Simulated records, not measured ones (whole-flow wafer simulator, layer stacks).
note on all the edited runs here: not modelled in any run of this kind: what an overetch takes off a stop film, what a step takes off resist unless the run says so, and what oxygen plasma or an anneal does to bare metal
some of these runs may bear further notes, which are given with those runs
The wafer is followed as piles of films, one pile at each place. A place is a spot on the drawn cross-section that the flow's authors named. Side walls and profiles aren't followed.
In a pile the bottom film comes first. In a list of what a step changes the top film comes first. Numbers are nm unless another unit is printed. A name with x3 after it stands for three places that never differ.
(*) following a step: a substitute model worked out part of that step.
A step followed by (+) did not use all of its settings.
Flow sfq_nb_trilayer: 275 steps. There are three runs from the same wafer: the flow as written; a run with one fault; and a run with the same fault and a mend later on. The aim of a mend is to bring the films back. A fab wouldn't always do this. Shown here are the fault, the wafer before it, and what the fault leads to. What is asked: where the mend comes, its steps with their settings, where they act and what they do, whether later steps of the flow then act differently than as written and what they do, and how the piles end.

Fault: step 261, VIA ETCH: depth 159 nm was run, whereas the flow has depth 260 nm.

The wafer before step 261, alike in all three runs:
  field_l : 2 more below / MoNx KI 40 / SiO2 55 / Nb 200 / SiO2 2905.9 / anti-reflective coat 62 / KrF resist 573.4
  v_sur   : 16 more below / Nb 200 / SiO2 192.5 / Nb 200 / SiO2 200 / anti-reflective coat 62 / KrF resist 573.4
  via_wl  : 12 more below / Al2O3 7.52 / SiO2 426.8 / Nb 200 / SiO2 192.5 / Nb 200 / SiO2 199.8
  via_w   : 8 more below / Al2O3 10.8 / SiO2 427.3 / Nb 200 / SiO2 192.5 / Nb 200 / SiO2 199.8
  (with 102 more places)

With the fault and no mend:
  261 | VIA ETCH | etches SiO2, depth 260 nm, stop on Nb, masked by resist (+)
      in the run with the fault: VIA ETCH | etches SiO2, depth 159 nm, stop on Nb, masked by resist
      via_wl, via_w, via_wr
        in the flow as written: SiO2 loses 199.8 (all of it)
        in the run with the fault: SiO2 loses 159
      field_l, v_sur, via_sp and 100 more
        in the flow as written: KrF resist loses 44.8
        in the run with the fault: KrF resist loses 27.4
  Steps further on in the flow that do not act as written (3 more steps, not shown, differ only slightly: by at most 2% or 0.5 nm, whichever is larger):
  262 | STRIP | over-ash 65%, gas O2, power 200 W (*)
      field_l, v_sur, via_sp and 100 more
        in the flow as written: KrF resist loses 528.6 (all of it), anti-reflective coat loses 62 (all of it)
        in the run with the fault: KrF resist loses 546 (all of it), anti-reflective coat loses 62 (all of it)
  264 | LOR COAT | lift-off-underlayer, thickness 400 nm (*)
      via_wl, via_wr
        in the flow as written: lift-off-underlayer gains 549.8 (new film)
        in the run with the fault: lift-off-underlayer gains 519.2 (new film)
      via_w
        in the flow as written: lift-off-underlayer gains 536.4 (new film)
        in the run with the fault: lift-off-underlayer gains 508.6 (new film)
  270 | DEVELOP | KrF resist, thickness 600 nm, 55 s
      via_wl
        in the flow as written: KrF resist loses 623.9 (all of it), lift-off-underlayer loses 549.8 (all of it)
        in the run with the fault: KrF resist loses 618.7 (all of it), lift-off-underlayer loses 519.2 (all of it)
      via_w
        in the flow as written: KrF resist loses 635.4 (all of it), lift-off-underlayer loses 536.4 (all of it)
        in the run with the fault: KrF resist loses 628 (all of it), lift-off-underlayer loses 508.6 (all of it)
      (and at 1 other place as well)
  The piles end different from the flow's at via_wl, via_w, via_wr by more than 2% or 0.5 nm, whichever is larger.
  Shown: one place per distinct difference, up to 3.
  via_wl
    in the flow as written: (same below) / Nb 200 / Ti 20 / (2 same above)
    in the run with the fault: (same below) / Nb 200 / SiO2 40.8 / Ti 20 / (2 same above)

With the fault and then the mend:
  The mend follows step 261.
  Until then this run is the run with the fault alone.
  261a | VIA ETCH | etches SiO2, depth 101 nm, stop on Nb, masked by resist (+) (the flow's step 261 again, with other settings)
      field_l, v_sur, via_sp and 100 more
        KrF resist loses 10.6
      via_wl, via_w, via_wr
        SiO2 loses 40.8 (all of it)
  Later steps of the flow that are run all act as written at every place that is followed, up to a difference of at most 2% or 0.5 nm, whichever is larger.
  At every place that both follow, the piles at the end match the flow's.
